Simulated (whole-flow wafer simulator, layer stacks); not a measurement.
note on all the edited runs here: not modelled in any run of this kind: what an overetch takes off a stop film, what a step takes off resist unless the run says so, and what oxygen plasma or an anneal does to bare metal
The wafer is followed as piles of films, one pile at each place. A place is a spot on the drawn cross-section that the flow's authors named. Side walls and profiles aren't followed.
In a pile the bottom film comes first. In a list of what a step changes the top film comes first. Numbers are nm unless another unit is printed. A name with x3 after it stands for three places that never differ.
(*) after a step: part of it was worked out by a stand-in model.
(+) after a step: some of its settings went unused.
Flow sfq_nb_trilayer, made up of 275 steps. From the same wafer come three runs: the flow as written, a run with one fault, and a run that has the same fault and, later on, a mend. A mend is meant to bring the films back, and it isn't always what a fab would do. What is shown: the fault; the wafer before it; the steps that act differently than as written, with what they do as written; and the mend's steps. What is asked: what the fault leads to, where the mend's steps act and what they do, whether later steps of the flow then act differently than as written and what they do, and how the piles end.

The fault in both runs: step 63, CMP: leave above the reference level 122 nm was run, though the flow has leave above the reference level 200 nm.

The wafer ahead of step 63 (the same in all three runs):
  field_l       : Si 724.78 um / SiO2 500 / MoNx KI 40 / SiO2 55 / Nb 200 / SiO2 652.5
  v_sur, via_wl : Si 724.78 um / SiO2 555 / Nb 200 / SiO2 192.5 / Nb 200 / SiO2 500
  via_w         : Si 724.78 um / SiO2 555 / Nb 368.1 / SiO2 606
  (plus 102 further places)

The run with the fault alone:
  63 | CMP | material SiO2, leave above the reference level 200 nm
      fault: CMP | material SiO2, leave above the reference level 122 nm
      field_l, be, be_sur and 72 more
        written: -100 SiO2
        fault: -178 SiO2
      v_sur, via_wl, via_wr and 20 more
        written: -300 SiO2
        fault: -378 SiO2
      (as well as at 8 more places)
  Steps further on in the flow that do not act as written (3 more steps, not shown, differ only slightly: by at most 2% or 0.5 nm, whichever is larger):
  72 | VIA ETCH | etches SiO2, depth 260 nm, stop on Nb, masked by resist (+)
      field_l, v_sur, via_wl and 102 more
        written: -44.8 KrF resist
        fault: -31.5 KrF resist
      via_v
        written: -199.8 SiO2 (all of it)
        fault: -121.8 SiO2 (all of it)
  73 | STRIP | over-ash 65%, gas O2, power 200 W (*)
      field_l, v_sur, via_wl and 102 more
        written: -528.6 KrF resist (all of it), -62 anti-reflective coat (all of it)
        fault: -541.9 KrF resist (all of it), -62 anti-reflective coat (all of it)
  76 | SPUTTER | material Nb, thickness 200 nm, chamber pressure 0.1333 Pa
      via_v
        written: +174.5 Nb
        fault: +190.2 Nb
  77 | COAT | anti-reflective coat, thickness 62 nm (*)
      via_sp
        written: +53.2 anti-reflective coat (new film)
        fault: +54.8 anti-reflective coat (new film)
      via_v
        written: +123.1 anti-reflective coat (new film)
        fault: +105.4 anti-reflective coat (new film)
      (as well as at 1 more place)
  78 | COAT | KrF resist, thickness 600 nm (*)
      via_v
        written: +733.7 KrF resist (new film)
        fault: +670.3 KrF resist (new film)
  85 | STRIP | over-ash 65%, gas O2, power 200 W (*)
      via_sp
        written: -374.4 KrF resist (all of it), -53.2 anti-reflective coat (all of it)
        fault: -379.5 KrF resist (all of it), -54.8 anti-reflective coat (all of it)
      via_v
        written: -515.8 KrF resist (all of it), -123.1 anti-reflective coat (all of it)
        fault: -452.5 KrF resist (all of it), -105.4 anti-reflective coat (all of it)
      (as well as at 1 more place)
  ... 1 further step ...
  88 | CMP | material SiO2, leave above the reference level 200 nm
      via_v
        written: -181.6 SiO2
        fault: -169.2 SiO2
  By the end, the piles at field_l, v_sur, via_wl and 103 more depart from the flow's by more than 2% or 0.5 nm, whichever is larger.
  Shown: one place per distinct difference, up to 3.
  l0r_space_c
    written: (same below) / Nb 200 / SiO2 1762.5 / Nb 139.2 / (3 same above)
    fault: (same below) / Nb 200 / SiO2 1684.5 / Nb 139.2 / (3 same above)
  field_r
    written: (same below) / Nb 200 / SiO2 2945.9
    fault: (same below) / Nb 200 / SiO2 2867.9
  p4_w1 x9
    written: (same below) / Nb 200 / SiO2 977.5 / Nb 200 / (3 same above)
    fault: (same below) / Nb 200 / SiO2 899.5 / Nb 200 / (3 same above)

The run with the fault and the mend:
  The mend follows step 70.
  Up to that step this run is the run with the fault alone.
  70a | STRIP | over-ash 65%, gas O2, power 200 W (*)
      field_l, v_sur, via_wl and 102 more
        -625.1 KrF resist (all of it), -62 anti-reflective coat (all of it)
      via_v
        -62 anti-reflective coat (all of it)
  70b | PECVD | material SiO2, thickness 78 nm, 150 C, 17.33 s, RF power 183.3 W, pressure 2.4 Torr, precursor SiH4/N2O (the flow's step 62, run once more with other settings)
      field_l, v_sur, via_wl and 103 more
        +78 SiO2
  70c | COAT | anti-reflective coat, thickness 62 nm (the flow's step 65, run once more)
      field_l, v_sur, via_wl and 103 more
        +62 anti-reflective coat (new film)
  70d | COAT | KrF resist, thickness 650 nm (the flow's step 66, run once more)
      field_l, v_sur, via_wl and 103 more
        +650 KrF resist (new film)
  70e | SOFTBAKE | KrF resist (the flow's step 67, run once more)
      leaves every film unchanged at each place that is followed
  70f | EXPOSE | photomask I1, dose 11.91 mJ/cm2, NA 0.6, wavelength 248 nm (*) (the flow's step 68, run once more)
      leaves every film unchanged at each place that is followed
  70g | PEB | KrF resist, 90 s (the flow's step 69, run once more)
      field_l, v_sur, via_wl and 103 more
        -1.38 KrF resist
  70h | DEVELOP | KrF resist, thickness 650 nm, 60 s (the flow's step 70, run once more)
      field_l, v_sur, via_wl and 102 more
        -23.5 KrF resist
      via_v
        -648.6 KrF resist (all of it)
  Later steps of the flow that are run all act as written at every place that is followed, up to a difference of at most 2% or 0.5 nm, whichever is larger.
  The piles end the same as the flow's at every place that both follow.
